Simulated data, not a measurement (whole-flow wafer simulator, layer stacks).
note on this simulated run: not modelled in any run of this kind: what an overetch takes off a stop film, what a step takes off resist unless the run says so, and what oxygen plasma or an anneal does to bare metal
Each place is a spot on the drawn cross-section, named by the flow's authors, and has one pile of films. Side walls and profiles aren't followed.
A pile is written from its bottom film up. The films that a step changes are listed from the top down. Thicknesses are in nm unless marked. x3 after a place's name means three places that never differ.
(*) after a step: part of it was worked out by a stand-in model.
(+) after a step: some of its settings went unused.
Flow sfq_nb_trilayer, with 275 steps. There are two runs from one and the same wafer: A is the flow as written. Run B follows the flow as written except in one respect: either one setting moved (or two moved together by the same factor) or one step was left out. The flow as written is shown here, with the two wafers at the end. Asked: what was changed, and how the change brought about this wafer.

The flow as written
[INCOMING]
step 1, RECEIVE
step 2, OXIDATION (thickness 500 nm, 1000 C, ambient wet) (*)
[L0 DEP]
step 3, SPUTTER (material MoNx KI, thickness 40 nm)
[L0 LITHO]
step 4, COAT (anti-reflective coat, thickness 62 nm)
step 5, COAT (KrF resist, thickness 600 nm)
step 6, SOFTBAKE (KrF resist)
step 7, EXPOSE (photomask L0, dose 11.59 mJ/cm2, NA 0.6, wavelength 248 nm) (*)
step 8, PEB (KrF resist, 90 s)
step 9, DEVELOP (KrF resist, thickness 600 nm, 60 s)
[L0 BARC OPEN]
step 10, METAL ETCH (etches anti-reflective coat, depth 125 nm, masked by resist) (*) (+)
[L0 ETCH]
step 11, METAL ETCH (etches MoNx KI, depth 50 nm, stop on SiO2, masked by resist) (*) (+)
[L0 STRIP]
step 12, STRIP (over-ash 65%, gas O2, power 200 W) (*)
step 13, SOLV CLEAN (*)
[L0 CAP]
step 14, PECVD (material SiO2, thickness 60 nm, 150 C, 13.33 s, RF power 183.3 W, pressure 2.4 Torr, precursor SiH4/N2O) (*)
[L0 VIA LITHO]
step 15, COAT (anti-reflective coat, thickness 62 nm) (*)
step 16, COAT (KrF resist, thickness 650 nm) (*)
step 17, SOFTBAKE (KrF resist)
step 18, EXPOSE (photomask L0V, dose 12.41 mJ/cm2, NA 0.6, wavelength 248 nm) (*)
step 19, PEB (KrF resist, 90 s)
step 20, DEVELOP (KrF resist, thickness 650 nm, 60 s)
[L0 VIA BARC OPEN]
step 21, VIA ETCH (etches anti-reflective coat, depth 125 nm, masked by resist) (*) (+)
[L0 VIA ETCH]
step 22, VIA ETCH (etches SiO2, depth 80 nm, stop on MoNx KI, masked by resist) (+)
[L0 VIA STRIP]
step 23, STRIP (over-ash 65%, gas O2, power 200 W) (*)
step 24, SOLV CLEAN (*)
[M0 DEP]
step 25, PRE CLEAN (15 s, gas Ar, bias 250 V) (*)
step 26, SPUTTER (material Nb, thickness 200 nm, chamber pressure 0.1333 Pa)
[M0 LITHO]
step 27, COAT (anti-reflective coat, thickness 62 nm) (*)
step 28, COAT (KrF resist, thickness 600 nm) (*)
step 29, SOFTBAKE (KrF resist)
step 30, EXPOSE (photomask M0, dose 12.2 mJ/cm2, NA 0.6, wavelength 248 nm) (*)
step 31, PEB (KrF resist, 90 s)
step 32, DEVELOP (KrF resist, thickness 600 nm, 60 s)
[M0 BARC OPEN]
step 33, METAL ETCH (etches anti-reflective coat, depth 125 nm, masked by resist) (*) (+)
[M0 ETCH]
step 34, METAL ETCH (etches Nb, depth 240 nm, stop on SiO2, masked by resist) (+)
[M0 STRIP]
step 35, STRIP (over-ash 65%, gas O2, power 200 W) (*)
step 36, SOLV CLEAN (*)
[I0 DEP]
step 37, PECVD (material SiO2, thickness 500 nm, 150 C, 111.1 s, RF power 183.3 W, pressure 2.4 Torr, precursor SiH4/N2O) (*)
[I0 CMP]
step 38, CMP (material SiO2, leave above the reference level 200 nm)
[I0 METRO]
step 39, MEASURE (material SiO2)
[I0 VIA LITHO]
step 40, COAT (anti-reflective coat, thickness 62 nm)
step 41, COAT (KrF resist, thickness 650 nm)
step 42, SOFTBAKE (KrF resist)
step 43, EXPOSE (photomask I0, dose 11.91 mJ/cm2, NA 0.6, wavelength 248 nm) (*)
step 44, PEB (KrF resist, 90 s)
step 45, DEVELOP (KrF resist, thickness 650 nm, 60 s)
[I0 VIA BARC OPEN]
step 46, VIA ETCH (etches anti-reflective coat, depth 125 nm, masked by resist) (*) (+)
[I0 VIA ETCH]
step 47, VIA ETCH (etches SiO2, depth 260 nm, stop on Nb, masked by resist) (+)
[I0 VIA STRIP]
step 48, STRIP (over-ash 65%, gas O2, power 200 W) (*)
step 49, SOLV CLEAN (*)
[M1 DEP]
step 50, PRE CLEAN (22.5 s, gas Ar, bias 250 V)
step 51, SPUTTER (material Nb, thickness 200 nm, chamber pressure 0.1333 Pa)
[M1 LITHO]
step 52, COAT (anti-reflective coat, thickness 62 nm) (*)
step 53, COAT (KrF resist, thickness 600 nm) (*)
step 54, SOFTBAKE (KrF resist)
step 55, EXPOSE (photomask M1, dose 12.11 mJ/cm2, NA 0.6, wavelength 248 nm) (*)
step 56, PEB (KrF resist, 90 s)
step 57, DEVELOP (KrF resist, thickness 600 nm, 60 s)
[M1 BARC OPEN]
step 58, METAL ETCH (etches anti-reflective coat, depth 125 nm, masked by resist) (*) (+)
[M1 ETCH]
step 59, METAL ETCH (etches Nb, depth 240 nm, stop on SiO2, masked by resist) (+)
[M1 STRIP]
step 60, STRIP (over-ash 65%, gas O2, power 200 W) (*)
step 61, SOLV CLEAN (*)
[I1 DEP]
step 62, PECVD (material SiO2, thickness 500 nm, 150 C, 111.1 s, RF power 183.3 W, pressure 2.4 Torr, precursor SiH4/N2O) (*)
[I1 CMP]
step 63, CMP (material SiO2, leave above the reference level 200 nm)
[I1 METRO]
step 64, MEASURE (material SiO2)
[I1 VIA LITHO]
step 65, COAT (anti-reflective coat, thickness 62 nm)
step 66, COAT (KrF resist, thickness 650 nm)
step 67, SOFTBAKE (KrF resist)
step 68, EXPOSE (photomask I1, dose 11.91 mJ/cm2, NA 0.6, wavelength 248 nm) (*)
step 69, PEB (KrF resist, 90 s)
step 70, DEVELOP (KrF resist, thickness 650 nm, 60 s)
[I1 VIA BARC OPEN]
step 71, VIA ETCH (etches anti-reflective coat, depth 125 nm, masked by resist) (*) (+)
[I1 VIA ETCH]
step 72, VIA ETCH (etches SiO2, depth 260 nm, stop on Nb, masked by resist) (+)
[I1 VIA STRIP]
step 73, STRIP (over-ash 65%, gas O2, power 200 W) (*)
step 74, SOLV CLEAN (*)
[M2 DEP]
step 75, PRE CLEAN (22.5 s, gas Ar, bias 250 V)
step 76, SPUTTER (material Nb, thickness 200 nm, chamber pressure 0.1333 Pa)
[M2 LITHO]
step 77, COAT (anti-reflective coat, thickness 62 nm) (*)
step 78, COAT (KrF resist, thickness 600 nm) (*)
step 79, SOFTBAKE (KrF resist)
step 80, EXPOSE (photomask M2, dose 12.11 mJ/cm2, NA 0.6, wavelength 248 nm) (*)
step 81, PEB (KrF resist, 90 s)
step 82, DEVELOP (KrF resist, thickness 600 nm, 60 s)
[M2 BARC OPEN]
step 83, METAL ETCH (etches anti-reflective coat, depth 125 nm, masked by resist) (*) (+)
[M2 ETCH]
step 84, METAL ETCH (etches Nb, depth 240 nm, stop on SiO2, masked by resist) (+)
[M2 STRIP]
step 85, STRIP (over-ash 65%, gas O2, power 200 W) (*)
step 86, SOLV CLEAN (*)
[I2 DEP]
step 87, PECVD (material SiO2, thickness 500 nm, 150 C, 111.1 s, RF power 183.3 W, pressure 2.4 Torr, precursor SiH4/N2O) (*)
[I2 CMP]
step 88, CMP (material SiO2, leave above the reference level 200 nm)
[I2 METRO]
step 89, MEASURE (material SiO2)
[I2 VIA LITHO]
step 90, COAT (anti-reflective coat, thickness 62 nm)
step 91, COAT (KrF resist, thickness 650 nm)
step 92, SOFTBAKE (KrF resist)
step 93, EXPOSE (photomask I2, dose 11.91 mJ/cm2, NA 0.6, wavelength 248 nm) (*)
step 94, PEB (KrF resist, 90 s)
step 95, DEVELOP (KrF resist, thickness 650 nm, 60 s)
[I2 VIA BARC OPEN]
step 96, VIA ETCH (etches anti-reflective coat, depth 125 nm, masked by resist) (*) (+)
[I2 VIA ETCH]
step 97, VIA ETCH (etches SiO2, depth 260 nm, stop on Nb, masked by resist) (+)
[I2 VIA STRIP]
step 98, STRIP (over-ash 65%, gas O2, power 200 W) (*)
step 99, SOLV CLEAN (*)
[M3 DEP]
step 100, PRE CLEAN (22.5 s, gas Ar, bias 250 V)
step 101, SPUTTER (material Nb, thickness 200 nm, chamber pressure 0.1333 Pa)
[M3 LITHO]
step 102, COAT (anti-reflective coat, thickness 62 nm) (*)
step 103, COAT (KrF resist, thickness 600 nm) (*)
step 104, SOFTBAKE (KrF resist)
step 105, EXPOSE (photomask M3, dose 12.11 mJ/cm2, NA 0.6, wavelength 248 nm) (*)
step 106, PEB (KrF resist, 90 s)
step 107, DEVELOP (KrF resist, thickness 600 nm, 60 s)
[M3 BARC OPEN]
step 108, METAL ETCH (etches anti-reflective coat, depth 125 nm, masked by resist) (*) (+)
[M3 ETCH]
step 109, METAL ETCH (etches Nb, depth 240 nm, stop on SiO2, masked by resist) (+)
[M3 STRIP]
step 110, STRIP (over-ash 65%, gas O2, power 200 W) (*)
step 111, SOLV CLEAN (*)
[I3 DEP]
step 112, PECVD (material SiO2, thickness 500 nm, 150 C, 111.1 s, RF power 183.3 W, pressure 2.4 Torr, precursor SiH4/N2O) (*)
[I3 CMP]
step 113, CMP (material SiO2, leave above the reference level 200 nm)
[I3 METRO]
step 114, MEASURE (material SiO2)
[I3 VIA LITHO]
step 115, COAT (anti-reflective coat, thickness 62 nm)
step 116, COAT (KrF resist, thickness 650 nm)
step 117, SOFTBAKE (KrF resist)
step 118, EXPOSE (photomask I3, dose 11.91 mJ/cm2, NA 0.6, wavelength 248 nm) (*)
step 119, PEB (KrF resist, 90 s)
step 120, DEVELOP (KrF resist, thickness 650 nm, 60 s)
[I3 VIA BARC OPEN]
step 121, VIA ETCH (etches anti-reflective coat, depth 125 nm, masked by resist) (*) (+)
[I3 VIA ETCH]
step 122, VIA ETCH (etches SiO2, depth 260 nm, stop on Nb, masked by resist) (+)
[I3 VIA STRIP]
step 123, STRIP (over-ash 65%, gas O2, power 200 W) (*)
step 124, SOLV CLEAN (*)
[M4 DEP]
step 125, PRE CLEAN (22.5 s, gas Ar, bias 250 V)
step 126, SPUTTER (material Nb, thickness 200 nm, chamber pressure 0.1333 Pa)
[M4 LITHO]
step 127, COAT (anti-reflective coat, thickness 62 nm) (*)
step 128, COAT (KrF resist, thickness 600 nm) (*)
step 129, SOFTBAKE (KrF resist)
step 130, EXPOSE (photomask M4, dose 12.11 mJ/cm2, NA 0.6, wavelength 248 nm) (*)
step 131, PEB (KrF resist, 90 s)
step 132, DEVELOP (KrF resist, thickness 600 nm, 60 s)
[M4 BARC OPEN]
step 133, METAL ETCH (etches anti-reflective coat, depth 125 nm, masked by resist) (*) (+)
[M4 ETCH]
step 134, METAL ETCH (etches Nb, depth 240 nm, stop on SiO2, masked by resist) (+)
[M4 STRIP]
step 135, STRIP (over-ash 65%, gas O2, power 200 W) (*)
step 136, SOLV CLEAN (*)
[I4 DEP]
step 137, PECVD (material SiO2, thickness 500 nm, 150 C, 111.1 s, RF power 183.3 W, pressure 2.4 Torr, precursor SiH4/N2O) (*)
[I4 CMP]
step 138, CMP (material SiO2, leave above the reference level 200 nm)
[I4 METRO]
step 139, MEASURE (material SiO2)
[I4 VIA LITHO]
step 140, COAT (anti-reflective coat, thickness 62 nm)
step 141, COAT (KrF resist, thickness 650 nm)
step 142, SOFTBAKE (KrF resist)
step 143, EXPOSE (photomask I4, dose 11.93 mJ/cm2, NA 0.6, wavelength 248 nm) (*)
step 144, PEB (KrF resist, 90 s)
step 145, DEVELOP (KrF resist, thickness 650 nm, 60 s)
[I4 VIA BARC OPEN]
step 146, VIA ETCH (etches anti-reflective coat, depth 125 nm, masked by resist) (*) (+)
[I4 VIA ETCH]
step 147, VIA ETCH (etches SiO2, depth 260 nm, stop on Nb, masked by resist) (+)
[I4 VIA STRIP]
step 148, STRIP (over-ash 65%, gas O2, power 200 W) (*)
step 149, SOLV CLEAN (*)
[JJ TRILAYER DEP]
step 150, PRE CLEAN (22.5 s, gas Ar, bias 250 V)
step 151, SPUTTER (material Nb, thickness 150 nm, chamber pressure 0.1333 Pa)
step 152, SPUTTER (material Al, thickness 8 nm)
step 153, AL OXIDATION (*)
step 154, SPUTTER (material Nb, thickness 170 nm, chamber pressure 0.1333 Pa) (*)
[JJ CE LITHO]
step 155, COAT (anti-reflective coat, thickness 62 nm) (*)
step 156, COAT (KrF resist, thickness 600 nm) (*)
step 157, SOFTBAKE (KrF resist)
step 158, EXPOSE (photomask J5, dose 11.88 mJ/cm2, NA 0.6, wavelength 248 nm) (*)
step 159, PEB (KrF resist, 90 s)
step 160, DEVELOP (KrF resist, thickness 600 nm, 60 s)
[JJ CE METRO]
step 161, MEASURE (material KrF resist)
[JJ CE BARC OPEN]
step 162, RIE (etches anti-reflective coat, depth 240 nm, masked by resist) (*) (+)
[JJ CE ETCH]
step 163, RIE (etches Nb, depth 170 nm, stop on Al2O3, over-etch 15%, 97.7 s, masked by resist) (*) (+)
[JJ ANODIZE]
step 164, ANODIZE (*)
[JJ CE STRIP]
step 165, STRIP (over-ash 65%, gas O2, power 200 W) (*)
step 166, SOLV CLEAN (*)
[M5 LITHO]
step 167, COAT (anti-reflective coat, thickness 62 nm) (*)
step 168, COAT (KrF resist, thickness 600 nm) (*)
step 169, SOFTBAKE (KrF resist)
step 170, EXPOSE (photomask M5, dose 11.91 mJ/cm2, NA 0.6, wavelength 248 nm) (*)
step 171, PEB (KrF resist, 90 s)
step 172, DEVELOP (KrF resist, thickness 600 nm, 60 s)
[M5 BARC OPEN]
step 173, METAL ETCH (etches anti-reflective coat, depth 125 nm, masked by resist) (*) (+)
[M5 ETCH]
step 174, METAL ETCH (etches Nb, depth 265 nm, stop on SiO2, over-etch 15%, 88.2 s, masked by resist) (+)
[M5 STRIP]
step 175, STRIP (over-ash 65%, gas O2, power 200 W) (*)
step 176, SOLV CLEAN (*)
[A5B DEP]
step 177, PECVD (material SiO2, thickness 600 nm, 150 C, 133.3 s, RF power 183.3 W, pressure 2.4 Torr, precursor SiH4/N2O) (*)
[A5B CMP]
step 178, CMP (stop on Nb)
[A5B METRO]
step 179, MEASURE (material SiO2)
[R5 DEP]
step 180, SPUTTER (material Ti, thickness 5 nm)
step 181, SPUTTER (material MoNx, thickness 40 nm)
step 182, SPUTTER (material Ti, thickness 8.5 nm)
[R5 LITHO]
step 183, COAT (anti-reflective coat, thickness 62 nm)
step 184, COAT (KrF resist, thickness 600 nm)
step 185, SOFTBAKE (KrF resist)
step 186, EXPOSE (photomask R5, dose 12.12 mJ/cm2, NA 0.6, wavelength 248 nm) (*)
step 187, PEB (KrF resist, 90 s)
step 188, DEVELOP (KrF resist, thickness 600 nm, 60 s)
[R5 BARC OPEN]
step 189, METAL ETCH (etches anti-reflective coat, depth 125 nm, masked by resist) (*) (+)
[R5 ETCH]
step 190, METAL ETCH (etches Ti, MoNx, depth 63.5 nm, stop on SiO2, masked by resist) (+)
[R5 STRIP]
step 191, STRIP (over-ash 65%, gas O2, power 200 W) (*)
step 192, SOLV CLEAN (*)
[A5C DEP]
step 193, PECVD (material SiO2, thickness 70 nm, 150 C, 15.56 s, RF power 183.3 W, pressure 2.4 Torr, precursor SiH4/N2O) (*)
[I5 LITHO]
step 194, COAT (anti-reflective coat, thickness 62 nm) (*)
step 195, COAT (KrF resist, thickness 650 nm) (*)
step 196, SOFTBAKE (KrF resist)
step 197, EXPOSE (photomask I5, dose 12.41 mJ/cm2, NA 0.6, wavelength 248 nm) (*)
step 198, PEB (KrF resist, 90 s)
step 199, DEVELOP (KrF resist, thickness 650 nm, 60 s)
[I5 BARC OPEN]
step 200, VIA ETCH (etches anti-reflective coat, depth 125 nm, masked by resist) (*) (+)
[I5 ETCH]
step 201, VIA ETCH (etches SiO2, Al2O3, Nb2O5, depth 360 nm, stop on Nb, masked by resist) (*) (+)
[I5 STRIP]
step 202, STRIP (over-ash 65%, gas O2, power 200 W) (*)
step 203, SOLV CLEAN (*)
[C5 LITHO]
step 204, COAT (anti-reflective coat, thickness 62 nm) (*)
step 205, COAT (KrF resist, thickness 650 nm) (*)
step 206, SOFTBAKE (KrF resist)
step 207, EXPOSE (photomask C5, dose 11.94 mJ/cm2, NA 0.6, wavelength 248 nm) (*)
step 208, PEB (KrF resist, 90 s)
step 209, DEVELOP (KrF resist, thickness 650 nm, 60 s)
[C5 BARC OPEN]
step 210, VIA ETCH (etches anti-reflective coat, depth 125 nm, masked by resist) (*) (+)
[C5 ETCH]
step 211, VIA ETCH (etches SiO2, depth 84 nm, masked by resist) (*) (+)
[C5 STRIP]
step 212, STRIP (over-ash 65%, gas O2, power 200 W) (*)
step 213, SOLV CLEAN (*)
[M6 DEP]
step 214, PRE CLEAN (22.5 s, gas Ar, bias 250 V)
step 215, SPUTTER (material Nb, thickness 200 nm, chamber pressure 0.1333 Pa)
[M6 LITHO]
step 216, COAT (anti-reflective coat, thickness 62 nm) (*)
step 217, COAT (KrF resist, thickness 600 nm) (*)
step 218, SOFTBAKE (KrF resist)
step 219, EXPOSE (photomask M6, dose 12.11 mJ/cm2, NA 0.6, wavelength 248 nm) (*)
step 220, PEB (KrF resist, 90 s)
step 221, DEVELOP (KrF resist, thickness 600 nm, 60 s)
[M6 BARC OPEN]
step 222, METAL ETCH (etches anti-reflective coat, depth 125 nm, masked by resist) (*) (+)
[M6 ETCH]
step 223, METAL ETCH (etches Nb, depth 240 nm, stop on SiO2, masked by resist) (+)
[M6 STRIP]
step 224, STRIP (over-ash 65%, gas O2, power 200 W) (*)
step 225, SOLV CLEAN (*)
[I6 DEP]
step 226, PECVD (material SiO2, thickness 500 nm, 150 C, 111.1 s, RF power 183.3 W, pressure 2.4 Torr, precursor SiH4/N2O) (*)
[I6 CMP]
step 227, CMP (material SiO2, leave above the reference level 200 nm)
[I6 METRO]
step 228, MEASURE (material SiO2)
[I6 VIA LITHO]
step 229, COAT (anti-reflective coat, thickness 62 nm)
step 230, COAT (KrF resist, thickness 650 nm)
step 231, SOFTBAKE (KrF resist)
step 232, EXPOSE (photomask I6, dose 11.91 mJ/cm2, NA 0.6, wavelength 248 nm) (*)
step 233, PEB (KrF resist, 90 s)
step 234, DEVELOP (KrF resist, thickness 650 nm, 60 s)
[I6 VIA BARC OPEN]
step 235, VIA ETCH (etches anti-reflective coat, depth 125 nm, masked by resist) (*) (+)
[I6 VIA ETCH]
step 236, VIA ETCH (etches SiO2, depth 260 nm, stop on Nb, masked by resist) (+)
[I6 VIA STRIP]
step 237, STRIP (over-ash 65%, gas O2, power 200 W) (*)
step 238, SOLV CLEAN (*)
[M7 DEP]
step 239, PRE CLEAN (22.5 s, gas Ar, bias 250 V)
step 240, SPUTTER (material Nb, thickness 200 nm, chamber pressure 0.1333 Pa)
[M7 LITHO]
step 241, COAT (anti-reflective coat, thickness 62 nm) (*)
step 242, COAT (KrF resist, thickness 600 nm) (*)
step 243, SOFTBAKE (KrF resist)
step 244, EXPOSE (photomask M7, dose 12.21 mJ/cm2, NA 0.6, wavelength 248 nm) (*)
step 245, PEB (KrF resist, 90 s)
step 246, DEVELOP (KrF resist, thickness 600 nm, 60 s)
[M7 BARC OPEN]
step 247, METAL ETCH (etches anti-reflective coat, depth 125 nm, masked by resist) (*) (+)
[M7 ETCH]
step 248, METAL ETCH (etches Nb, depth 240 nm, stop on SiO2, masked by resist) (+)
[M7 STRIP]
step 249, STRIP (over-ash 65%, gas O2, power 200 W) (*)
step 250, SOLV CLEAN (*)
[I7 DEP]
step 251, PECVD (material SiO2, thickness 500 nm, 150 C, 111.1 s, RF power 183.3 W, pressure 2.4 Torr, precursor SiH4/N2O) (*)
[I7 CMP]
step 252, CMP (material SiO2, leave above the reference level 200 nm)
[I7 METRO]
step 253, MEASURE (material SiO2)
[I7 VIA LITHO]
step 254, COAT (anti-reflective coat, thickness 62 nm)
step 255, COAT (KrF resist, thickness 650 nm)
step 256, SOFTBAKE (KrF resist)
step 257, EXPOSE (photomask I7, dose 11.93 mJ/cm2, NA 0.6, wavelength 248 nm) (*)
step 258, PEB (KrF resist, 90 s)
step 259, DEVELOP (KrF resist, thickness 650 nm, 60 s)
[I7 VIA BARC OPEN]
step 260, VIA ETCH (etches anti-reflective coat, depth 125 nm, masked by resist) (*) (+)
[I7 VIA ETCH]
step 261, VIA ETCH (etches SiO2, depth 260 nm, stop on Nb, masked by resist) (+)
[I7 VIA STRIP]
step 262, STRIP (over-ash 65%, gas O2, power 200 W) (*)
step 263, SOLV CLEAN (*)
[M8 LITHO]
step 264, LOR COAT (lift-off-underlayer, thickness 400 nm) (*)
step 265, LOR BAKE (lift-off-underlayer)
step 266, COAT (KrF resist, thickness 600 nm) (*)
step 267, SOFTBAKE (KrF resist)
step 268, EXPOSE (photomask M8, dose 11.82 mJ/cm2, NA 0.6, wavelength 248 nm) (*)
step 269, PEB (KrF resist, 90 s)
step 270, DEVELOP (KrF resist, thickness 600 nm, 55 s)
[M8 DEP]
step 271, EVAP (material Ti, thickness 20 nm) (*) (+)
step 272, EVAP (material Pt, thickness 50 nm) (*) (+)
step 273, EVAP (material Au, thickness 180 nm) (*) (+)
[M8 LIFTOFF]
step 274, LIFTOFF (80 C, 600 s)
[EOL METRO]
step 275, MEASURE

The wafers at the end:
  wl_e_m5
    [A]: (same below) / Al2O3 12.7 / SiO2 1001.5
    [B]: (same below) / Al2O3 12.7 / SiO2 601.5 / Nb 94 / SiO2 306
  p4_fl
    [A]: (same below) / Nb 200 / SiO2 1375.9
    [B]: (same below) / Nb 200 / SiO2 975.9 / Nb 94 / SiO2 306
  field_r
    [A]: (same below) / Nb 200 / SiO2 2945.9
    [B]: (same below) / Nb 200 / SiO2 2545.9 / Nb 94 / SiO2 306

Cause: step 248, METAL ETCH: depth 106 nm was run, while the flow as written has depth 240 nm.

The path from the change to this, step by step:
  step 248, METAL ETCH (etches Nb, depth 240 nm, stop on SiO2, masked by resist) (+)
      field_l, field_r, lsp_l and 62 more: A -200 Nb (all of it) | B -106 Nb
      v_sur, via_wl, via_w and 38 more: A -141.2 KrF resist | B -62.4 KrF resist
  step 249, STRIP (over-ash 65%, gas O2, power 200 W) (*)
      wl_j_sl, wl_jj, wl_j_sr and 14 more: A -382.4 KrF resist (all of it), -62 anti-reflective coat (all of it) | B -461.2 KrF resist (all of it), -62 anti-reflective coat (all of it)
      ln_m5, lsp_m: A -381.9 KrF resist (all of it), -61.8 anti-reflective coat (all of it) | B -460.7 KrF resist (all of it), -61.8 anti-reflective coat (all of it)
      (and at 22 other places as well)
  step 251, PECVD (material SiO2, thickness 500 nm, 150 C, 111.1 s, RF power 183.3 W, pressure 2.4 Torr, precursor SiH4/N2O) (*)
      field_l, p4_fl, p4_fm and 56 more: A +500 SiO2 | B +500 SiO2 (new film)
      field_r, lsp_l: A +477.7 SiO2 | B +488.2 SiO2 (new film)
      (and at 4 other places as well)
  step 252, CMP (material SiO2, leave above the reference level 200 nm)
      field_l, p4_fl, p4_fm and 56 more: A -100 SiO2 | B -194 SiO2
      field_r, lsp_l: A -77.7 SiO2 | B -182.2 SiO2
      (and at 4 other places as well)
With metal films that touch counted as one body, wl_e_m5 has 7 bodies (between them, from the top down: SiO2 601.5 / Al2O3 12.7 / Nb2O5 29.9; SiO2 192.5; SiO2 192.5; SiO2 192.5; SiO2 192.5; SiO2 192.5); the flow as written gives 6 bodies (between them, from the top down: SiO2 192.5; SiO2 192.5; SiO2 192.5; SiO2 192.5; SiO2 192.5).
With metal films that touch counted as one body, p4_fl has 3 bodies (between them, from the top down: SiO2 975.9; SiO2 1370); the flow as written gives 2 bodies (between them, from the top down: SiO2 1370).
With metal films that touch counted as one body, field_r has 2 bodies (between them, from the top down: SiO2 2545.9); the flow as written gives 1 body.
